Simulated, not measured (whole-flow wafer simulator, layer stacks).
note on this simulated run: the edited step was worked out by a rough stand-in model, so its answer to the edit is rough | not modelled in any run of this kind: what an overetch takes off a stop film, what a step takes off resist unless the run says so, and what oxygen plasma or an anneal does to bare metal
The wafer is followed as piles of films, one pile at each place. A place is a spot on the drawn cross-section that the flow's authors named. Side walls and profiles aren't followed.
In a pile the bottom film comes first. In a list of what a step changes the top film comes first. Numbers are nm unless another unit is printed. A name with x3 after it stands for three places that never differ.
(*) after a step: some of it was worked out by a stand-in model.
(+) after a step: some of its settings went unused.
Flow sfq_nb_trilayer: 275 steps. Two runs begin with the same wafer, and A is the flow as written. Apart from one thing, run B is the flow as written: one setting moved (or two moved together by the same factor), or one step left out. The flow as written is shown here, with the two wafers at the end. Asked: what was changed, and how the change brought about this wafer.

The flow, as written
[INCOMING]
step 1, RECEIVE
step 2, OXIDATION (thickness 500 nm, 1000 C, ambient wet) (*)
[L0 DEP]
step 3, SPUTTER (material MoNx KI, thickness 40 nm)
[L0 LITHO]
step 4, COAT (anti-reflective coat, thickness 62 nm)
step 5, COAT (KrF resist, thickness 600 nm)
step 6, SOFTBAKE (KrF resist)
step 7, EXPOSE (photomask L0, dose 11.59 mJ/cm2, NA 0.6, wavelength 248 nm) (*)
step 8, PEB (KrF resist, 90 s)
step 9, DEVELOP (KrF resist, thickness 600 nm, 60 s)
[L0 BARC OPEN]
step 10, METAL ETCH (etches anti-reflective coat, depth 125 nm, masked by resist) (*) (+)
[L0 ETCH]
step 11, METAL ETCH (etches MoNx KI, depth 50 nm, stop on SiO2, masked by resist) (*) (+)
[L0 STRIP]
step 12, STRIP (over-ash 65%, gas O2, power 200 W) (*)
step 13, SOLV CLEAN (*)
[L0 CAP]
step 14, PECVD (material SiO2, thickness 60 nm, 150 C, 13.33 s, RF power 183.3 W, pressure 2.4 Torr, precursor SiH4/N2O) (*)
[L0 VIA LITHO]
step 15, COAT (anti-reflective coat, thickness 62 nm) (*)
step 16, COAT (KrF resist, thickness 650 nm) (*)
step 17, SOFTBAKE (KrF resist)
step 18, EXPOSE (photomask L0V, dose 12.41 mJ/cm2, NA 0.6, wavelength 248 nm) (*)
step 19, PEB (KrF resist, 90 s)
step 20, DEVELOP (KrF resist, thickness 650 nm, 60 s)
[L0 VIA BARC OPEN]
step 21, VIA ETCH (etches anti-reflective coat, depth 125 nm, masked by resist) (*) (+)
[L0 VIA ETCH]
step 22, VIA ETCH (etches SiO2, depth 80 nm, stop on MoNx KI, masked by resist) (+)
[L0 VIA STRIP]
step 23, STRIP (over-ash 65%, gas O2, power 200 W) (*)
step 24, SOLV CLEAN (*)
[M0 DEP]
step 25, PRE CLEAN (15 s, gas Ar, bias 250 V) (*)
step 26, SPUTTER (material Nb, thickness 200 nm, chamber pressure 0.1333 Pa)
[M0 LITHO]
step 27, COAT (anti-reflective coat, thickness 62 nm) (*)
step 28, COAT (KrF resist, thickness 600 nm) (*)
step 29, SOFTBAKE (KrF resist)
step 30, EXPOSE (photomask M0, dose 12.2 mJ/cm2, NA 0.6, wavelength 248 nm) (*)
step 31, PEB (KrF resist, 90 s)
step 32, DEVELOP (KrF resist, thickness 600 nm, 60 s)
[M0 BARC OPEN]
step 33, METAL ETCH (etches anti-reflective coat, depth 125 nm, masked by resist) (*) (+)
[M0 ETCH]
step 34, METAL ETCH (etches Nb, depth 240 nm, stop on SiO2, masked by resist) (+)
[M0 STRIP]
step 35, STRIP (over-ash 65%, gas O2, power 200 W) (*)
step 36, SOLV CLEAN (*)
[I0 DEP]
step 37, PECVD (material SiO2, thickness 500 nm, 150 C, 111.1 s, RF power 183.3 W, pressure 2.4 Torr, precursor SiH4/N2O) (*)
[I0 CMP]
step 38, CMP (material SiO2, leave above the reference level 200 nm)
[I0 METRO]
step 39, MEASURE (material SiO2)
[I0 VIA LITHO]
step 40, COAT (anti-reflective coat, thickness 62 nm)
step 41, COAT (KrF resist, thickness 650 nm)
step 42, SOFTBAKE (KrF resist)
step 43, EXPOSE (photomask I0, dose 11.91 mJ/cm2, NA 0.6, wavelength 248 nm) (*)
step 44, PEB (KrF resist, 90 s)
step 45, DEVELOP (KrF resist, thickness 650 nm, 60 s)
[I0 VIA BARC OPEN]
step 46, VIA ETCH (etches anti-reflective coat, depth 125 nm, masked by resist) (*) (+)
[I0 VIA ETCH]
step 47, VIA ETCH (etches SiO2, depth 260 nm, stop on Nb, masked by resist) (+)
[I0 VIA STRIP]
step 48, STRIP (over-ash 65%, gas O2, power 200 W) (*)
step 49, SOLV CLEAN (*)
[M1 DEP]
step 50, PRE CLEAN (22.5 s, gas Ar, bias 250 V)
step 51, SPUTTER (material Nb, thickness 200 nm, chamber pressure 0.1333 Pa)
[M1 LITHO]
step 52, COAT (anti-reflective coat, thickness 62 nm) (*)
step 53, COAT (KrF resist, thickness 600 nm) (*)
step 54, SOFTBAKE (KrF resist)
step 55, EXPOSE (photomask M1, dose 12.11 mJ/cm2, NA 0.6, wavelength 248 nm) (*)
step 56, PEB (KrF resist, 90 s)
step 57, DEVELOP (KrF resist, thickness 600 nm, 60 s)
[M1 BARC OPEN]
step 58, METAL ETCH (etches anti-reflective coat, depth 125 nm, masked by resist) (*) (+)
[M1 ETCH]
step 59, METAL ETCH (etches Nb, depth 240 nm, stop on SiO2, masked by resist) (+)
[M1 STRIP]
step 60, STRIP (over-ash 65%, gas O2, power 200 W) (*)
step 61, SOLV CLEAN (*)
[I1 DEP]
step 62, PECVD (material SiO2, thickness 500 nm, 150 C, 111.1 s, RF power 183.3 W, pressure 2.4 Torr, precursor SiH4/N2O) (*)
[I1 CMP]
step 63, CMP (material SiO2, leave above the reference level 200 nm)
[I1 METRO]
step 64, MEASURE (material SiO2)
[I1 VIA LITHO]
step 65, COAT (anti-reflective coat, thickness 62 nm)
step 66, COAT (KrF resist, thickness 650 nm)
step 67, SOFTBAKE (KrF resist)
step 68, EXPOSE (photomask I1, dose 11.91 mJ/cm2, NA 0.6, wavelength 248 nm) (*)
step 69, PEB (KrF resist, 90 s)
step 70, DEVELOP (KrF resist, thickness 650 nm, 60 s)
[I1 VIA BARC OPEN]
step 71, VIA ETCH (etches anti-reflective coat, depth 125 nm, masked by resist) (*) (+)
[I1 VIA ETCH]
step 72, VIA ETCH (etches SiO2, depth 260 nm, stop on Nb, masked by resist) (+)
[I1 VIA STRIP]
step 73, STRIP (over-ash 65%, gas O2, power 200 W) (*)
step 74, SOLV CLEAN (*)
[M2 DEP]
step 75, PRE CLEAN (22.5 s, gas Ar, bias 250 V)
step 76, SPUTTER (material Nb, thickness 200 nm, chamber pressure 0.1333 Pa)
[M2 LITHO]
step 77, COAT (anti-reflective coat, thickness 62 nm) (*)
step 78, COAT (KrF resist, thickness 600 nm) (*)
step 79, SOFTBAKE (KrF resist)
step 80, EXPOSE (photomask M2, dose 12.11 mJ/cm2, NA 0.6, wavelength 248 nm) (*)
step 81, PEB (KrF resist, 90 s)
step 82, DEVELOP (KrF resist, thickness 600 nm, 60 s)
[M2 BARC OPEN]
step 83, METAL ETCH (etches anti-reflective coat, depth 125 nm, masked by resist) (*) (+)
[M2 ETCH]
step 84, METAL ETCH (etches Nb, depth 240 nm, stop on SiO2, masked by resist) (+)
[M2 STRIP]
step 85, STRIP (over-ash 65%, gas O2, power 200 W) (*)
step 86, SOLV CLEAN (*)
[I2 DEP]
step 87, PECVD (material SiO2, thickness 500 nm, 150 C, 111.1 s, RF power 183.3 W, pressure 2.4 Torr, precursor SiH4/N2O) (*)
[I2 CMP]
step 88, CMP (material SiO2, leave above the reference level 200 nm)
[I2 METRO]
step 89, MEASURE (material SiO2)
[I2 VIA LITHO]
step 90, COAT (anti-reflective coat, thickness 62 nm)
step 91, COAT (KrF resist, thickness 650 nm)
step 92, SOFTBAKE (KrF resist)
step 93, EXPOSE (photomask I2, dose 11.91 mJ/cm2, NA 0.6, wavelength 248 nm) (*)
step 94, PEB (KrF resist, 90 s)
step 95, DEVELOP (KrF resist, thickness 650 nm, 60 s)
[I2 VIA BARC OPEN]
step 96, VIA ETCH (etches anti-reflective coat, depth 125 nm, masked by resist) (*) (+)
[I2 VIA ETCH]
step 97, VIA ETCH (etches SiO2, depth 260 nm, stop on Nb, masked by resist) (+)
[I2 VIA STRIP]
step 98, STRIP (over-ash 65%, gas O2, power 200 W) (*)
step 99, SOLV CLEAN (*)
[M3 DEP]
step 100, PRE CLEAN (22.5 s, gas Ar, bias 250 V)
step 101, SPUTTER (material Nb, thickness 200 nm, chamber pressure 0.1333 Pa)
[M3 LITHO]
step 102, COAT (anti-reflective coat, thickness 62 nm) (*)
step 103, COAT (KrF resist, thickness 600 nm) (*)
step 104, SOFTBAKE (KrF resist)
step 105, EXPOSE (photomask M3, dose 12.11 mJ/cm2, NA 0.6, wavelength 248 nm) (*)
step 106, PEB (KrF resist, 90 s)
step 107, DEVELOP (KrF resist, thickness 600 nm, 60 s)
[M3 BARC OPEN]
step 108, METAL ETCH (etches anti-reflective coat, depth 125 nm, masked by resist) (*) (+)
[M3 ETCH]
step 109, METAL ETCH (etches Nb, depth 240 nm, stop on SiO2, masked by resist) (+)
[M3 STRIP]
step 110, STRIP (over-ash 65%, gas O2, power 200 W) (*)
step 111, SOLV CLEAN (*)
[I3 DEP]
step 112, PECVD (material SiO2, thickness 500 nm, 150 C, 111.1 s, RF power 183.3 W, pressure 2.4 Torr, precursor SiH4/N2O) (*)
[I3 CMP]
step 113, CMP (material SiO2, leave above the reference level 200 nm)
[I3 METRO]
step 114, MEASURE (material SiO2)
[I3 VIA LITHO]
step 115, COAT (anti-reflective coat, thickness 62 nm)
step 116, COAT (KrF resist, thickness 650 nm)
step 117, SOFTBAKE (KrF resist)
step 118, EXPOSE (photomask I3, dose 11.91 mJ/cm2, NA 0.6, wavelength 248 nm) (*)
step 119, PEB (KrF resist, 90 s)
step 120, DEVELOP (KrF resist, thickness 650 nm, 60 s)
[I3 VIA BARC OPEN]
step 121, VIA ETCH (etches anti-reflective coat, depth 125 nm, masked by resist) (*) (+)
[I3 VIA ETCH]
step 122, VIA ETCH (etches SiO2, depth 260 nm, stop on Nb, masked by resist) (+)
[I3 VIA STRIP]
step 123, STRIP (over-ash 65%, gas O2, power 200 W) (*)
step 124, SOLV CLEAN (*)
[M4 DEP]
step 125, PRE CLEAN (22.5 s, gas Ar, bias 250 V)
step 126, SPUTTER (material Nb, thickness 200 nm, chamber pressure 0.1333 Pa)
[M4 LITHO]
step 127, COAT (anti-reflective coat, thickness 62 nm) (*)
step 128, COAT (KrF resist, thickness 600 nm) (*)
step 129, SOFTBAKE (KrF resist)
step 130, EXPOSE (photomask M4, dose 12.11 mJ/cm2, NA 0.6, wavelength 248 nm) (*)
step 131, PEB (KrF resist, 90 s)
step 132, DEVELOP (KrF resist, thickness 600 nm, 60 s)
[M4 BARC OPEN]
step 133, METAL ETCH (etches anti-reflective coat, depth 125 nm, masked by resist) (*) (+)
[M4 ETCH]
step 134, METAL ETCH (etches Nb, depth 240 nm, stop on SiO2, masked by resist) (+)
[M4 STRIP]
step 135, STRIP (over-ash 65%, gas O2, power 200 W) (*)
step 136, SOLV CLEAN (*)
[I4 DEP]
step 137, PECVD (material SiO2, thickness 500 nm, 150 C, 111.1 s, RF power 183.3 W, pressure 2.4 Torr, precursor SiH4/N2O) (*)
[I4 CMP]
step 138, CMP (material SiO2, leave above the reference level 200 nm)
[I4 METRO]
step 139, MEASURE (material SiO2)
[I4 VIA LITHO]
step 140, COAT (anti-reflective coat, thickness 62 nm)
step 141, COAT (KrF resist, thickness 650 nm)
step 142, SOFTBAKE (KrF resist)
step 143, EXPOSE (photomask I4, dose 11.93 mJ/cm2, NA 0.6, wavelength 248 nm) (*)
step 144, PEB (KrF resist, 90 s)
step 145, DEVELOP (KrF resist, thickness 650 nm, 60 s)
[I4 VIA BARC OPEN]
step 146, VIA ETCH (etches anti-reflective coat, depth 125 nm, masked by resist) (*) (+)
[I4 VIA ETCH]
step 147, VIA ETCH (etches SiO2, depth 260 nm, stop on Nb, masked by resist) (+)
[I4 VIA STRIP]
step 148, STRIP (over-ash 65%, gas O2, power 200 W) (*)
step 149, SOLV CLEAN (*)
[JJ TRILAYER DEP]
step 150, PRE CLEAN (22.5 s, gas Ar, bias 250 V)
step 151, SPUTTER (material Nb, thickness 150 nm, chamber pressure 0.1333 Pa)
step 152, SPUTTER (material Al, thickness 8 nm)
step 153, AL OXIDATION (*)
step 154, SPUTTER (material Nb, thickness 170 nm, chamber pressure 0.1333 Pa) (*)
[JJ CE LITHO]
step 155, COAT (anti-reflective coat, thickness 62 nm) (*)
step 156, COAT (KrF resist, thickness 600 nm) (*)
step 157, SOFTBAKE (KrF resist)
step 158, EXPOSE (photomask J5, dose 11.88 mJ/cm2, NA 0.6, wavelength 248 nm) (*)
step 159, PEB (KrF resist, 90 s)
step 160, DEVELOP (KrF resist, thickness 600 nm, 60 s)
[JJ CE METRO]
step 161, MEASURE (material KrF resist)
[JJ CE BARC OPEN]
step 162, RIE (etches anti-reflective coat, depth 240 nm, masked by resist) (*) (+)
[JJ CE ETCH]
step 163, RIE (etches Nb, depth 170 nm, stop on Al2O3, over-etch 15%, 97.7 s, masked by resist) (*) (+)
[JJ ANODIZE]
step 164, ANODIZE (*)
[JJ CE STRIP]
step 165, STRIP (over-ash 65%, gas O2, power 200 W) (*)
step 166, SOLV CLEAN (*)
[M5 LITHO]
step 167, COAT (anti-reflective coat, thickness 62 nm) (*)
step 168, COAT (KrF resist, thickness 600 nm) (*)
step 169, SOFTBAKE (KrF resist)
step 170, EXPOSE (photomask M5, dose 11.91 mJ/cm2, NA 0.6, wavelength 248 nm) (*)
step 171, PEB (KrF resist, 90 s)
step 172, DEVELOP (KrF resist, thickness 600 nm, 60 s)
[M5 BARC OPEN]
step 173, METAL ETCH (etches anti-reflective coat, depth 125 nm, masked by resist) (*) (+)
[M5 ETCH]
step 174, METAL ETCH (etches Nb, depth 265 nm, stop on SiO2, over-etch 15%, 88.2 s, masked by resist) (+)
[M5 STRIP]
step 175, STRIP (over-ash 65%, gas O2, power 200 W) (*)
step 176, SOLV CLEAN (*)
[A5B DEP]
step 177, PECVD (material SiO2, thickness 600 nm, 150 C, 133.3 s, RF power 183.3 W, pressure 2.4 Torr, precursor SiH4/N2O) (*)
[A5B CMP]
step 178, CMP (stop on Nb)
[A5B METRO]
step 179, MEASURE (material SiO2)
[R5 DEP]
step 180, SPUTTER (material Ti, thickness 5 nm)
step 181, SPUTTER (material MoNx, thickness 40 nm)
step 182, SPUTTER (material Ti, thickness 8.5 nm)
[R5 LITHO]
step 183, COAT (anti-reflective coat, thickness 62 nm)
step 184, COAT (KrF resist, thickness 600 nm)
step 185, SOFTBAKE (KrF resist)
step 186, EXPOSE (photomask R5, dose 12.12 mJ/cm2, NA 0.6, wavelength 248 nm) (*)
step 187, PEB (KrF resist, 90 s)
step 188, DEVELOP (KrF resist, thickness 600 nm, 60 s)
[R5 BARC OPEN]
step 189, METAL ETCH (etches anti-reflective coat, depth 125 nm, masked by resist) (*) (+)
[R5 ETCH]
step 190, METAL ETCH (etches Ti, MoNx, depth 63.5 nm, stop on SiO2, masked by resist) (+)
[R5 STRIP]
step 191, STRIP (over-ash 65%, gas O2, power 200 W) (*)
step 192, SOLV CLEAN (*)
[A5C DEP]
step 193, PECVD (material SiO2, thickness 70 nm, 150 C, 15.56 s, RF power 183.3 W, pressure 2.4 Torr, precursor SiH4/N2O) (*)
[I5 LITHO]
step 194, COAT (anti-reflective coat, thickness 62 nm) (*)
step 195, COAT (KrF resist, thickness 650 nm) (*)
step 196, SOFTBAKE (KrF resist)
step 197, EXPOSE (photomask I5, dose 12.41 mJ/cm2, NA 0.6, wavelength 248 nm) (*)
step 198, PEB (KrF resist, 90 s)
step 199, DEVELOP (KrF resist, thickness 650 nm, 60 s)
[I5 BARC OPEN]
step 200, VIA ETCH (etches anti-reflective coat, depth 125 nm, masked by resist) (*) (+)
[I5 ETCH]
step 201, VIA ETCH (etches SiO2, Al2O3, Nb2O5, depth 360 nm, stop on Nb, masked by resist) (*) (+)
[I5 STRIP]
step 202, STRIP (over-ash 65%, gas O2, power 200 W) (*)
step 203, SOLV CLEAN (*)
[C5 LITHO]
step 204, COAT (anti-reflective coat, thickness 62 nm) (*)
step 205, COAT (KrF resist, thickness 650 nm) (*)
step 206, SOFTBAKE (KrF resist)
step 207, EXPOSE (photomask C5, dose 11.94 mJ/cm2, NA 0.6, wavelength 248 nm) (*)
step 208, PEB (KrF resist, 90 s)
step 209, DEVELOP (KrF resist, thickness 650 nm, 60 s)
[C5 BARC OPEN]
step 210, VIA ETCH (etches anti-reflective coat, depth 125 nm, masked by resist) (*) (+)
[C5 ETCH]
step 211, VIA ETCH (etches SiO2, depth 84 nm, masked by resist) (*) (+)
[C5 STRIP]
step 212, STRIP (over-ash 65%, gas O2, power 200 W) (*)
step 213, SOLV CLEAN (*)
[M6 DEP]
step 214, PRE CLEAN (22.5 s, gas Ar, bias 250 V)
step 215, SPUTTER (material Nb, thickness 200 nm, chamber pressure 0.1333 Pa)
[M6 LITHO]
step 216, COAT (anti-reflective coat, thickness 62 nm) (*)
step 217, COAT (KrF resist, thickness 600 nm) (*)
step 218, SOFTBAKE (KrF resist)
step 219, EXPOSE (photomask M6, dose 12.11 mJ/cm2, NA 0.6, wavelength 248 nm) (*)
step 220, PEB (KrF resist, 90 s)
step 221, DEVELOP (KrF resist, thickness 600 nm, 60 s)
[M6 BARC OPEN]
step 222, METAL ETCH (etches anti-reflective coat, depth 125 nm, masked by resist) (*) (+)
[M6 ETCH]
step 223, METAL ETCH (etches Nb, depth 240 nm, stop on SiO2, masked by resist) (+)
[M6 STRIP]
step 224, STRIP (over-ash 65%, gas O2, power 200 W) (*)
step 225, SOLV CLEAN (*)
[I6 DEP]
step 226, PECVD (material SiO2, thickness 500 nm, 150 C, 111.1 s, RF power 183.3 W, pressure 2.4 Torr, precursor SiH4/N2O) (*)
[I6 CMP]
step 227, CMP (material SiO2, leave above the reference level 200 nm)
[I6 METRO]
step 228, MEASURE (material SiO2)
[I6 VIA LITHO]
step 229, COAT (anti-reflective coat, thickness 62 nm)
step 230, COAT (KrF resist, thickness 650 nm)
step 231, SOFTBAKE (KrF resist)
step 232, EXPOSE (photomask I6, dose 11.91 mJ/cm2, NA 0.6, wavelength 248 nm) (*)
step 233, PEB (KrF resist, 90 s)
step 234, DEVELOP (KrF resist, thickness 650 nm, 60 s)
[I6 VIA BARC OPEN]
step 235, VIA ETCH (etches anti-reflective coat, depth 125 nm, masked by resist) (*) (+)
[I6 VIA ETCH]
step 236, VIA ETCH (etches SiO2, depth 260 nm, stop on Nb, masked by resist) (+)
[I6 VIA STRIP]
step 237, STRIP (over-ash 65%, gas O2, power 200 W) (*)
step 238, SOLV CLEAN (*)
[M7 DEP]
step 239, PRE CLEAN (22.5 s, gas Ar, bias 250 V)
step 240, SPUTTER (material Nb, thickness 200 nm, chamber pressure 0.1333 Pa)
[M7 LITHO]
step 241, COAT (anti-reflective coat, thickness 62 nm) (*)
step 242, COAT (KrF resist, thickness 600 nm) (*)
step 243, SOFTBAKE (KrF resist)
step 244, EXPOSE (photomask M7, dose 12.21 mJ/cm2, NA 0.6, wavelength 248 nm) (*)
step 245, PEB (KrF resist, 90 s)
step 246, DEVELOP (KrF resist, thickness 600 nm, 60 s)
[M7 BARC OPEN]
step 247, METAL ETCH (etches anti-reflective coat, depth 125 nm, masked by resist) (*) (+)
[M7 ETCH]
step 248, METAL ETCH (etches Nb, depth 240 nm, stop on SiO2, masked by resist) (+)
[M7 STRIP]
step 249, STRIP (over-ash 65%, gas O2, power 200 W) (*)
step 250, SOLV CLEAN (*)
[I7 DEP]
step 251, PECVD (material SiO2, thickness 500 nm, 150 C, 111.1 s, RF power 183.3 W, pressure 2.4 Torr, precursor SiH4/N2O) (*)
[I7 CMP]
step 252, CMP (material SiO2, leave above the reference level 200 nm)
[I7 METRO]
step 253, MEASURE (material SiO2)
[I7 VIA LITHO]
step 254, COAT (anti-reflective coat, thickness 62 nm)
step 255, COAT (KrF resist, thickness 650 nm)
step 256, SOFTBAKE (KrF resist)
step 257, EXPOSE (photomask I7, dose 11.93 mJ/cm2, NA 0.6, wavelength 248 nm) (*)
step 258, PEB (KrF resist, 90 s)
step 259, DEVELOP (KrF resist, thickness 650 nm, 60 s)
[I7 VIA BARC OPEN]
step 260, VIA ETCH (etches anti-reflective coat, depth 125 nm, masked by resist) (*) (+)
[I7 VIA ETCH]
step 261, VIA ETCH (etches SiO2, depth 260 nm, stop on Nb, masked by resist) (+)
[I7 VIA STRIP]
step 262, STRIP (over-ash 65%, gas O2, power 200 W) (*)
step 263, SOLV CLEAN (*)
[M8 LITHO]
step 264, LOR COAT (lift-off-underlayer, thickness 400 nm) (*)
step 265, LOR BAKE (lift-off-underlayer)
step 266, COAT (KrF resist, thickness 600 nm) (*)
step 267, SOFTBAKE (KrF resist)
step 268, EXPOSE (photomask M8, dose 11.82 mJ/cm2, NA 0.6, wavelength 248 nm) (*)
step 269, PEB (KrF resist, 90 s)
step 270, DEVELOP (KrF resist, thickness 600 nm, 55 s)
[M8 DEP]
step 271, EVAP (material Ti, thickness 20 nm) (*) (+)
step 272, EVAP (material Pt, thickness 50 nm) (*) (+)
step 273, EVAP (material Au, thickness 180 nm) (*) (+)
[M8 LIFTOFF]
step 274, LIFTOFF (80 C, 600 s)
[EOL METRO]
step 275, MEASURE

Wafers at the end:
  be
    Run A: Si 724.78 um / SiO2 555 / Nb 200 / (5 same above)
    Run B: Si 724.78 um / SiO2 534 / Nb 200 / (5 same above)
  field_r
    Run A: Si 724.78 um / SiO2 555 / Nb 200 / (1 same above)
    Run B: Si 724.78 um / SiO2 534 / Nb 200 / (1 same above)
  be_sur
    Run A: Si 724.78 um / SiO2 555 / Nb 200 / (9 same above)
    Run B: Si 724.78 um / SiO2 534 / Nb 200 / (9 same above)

The reason: step 14, PECVD: thickness 39 nm was run, while the flow as written has thickness 60 nm; step 14, PECVD: 8.667 s was run, where the flow has 13.33 s.

Step by step, how the change led to this:
  step 14, PECVD (material SiO2, thickness 60 nm, 150 C, 13.33 s, RF power 183.3 W, pressure 2.4 Torr, precursor SiH4/N2O) (*)
      v_sur, via_wl, via_w and 97 more: A SiO2 gains 60 | B SiO2 gains 39
      field_l, l0_sur, l0v, l0r_line_l, l0r_line_c, l0r_line_r: A SiO2 gains 60 (new film) | B SiO2 gains 39 (new film)
  step 22, VIA ETCH (etches SiO2, depth 80 nm, stop on MoNx KI, masked by resist) (+)
      field_l, v_sur, via_wl and 102 more: A KrF resist loses 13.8 | B KrF resist loses 10
      l0v: A SiO2 loses 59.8 (all of it) | B SiO2 loses 38.8 (all of it)
  step 26, SPUTTER (material Nb, thickness 200 nm, chamber pressure 0.1333 Pa)
      l0v: A Nb gains 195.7 (new film) | B Nb gains 200 (new film)
  step 27, COAT (anti-reflective coat, thickness 62 nm) (*)
      l0_sur: A anti-reflective coat gains 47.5 (new film) | B anti-reflective coat gains 49.8 (new film)
      l0v: A anti-reflective coat gains 78 (new film) | B anti-reflective coat gains 71.2 (new film)
  step 28, COAT (KrF resist, thickness 600 nm) (*)
      l0v: A KrF resist gains 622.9 (new film) | B KrF resist gains 609.5 (new film)
  step 35, STRIP (over-ash 65%, gas O2, power 200 W) (*)
      l0_sur: A KrF resist loses 372 (all of it), anti-reflective coat loses 47.5 (all of it) | B KrF resist loses 373.4 (all of it), anti-reflective coat loses 49.8 (all of it)
      l0v: A KrF resist loses 405.3 (all of it), anti-reflective coat loses 78 (all of it) | B KrF resist loses 391.8 (all of it), anti-reflective coat loses 71.2 (all of it)
  step 38, CMP (material SiO2, leave above the reference level 200 nm)
      l0v: A SiO2 loses 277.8 | B SiO2 loses 303.1
